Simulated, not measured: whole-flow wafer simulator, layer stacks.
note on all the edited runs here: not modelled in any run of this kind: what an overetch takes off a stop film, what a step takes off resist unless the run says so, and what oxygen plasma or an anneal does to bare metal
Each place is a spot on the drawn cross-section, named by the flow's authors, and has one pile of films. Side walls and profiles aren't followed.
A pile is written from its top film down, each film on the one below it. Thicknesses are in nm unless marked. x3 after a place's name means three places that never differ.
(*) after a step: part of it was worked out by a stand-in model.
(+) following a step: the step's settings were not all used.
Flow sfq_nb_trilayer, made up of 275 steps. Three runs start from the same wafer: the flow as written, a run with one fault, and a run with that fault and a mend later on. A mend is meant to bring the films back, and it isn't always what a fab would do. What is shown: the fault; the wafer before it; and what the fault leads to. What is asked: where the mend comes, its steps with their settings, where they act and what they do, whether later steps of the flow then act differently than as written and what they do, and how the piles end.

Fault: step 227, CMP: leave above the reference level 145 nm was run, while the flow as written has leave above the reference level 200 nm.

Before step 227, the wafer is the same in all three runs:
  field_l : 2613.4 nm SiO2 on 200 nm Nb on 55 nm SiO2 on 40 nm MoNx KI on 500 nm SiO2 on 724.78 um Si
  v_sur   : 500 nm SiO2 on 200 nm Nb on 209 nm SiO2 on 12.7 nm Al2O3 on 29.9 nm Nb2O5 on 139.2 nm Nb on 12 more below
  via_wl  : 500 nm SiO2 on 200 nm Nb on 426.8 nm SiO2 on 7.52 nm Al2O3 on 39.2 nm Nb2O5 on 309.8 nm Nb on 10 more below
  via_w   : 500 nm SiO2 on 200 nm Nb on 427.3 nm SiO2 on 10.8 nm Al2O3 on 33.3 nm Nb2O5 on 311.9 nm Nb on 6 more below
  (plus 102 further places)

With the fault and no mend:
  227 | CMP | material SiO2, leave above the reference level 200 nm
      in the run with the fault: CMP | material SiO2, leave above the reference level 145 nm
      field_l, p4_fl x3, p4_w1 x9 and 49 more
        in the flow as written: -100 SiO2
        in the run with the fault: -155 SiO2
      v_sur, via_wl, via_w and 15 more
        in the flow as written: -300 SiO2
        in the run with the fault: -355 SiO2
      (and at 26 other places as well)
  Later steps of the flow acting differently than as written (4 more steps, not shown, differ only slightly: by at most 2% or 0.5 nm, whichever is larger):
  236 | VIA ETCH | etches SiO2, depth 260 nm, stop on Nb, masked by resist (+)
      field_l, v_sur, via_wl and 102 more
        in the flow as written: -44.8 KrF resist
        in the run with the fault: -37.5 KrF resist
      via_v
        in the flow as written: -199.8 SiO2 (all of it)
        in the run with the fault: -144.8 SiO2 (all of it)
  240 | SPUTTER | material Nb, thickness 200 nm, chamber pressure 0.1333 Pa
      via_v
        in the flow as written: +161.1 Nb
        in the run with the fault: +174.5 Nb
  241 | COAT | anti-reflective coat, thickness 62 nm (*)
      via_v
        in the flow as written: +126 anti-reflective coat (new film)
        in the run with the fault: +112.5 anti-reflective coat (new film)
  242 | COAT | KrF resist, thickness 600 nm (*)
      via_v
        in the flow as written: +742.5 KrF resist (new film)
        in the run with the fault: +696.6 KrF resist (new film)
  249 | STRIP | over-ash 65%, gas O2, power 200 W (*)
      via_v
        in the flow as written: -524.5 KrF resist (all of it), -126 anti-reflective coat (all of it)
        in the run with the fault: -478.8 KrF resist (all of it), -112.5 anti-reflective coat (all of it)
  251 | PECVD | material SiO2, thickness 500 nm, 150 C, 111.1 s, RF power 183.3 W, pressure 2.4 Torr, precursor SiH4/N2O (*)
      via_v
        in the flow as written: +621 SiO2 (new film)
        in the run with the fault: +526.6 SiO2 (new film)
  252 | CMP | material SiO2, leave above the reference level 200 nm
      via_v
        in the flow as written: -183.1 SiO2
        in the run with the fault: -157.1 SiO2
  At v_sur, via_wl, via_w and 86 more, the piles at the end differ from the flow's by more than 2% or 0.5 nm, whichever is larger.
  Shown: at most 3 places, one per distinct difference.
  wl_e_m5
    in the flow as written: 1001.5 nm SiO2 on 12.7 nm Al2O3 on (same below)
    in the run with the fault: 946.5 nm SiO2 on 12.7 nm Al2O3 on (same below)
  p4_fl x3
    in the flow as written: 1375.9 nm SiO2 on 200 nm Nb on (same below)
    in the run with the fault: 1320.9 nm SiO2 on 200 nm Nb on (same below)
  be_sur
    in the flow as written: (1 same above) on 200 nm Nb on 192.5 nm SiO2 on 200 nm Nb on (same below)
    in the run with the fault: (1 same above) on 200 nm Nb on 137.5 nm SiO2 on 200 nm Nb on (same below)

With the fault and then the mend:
  The mend stands after step 228.
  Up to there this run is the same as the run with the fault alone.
  228a | PECVD | material SiO2, thickness 55 nm, 150 C, 12.22 s, RF power 183.3 W, pressure 2.4 Torr, precursor SiH4/N2O (the flow's step 226 again, with other settings)
      field_l, v_sur, via_wl and 103 more
        +55 SiO2
  Later steps of the flow that are run all act as written at every place that is followed.
  By the end, the piles equal the flow's at every place that both follow.
